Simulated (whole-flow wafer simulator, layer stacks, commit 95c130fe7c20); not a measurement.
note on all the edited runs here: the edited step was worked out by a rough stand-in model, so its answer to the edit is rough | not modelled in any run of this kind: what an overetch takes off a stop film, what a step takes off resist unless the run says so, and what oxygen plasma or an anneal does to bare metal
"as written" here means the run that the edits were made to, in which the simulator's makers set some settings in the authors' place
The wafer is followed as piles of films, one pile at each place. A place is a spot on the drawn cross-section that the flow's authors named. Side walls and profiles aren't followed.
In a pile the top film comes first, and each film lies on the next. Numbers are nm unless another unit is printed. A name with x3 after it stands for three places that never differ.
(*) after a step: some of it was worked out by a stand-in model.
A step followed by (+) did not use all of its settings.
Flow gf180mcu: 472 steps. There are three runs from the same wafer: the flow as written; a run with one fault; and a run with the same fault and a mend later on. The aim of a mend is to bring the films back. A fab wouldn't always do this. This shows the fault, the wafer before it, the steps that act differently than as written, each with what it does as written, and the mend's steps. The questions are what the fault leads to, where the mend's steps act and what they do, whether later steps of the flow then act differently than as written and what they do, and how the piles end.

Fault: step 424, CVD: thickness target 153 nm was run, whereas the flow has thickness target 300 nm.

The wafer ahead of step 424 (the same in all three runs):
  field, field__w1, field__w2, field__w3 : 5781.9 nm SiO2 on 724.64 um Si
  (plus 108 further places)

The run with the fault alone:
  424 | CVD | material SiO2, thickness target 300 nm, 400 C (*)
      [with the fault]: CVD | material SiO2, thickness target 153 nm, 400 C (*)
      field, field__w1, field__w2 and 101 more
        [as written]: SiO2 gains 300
        [with the fault]: SiO2 gains 153
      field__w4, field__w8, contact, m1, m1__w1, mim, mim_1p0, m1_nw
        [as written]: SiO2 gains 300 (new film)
        [with the fault]: SiO2 gains 153 (new film)
  Later steps of the flow acting differently than as written (1 more step, not shown, differs only slightly: by at most 2% or 0.5 nm, whichever is larger):
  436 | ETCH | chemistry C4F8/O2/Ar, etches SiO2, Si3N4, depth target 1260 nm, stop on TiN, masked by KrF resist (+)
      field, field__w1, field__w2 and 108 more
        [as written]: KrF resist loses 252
        [with the fault]: KrF resist loses 217.3
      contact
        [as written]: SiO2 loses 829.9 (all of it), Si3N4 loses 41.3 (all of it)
        [with the fault]: SiO2 loses 682.9 (all of it), Si3N4 loses 41.3 (all of it)
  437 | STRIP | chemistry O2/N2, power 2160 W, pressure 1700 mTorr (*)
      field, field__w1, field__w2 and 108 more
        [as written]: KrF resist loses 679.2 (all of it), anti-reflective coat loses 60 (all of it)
        [with the fault]: KrF resist loses 713.9 (all of it), anti-reflective coat loses 60 (all of it)
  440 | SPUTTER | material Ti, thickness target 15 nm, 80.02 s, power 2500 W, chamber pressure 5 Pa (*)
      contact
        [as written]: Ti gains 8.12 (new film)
        [with the fault]: Ti gains 8.84 (new film)
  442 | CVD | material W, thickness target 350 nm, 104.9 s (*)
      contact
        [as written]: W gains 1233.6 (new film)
        [with the fault]: W gains 1085.4 (new film)
  The piles end different from the flow's at field__w4, field__w8, contact and 10 more by more than 2% or 0.5 nm, whichever is larger.
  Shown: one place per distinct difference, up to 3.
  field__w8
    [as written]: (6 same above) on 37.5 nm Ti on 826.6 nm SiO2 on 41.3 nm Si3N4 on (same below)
    [with the fault]: (6 same above) on 37.5 nm Ti on 679.6 nm SiO2 on 41.3 nm Si3N4 on (same below)
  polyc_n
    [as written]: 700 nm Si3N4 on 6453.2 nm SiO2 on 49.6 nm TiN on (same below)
    [with the fault]: 700 nm Si3N4 on 6306.2 nm SiO2 on 49.6 nm TiN on (same below)
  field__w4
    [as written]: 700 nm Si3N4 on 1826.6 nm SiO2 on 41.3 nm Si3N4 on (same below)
    [with the fault]: 700 nm Si3N4 on 1679.6 nm SiO2 on 41.3 nm Si3N4 on (same below)

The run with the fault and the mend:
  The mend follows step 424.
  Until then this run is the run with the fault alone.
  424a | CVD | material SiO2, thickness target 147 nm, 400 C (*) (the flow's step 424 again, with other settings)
      field, field__w1, field__w2 and 109 more
        SiO2 gains 147
  None of the later steps of the flow acts differently than as written at any place that is followed.
  The piles end the same as the flow's at every place that both follow.
